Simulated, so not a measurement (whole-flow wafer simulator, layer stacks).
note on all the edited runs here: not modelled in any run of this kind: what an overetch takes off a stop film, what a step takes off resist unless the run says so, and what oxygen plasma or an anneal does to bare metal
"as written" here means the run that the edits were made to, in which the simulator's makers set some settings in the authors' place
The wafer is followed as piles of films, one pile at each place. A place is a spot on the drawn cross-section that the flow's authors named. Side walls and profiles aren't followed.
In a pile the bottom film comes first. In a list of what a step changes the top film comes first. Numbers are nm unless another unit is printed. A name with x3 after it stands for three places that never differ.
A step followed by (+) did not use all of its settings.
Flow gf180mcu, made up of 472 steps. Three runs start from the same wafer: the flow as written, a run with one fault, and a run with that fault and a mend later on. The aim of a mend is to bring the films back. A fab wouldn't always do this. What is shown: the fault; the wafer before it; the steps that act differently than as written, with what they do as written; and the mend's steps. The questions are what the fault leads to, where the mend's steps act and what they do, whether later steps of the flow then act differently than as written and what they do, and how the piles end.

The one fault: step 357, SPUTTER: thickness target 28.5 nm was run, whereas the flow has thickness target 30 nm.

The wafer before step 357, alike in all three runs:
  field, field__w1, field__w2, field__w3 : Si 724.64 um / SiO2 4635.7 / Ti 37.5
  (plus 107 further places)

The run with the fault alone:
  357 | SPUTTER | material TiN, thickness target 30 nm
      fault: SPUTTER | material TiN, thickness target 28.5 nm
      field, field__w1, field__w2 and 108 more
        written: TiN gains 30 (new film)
        fault: TiN gains 28.5 (new film)
  Steps later in the flow that act otherwise than as written (1 other step is not shown; it differs only slightly, by no more than 2% or 0.5 nm, whichever is larger):
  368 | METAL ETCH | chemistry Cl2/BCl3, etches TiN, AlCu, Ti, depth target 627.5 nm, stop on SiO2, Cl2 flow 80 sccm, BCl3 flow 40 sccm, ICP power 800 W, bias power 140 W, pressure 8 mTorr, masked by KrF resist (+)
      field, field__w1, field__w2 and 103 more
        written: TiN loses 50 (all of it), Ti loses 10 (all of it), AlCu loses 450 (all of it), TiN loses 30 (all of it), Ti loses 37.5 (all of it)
        fault: TiN loses 50 (all of it), Ti loses 10 (all of it), AlCu loses 450 (all of it), TiN loses 28.5 (all of it), Ti loses 37.5 (all of it)
  The piles end different from the flow's at field__w8, contact, m1, m1__w1, m1_nw by more than 2% or 0.5 nm, whichever is larger.
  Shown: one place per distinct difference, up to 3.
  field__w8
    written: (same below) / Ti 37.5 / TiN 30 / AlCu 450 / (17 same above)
    fault: (same below) / Ti 37.5 / TiN 28.5 / AlCu 450 / (17 same above)
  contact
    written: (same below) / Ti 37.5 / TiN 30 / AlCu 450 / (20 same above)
    fault: (same below) / Ti 37.5 / TiN 28.5 / AlCu 450 / (20 same above)

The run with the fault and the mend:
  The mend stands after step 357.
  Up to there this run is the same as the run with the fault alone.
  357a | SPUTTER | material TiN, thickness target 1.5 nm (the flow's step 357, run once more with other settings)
      field, field__w1, field__w2 and 108 more
        TiN gains 1.5
  Later steps of the flow that are run all act as written at every place that is followed.
  At every place that both follow, the piles at the end match the flow's.
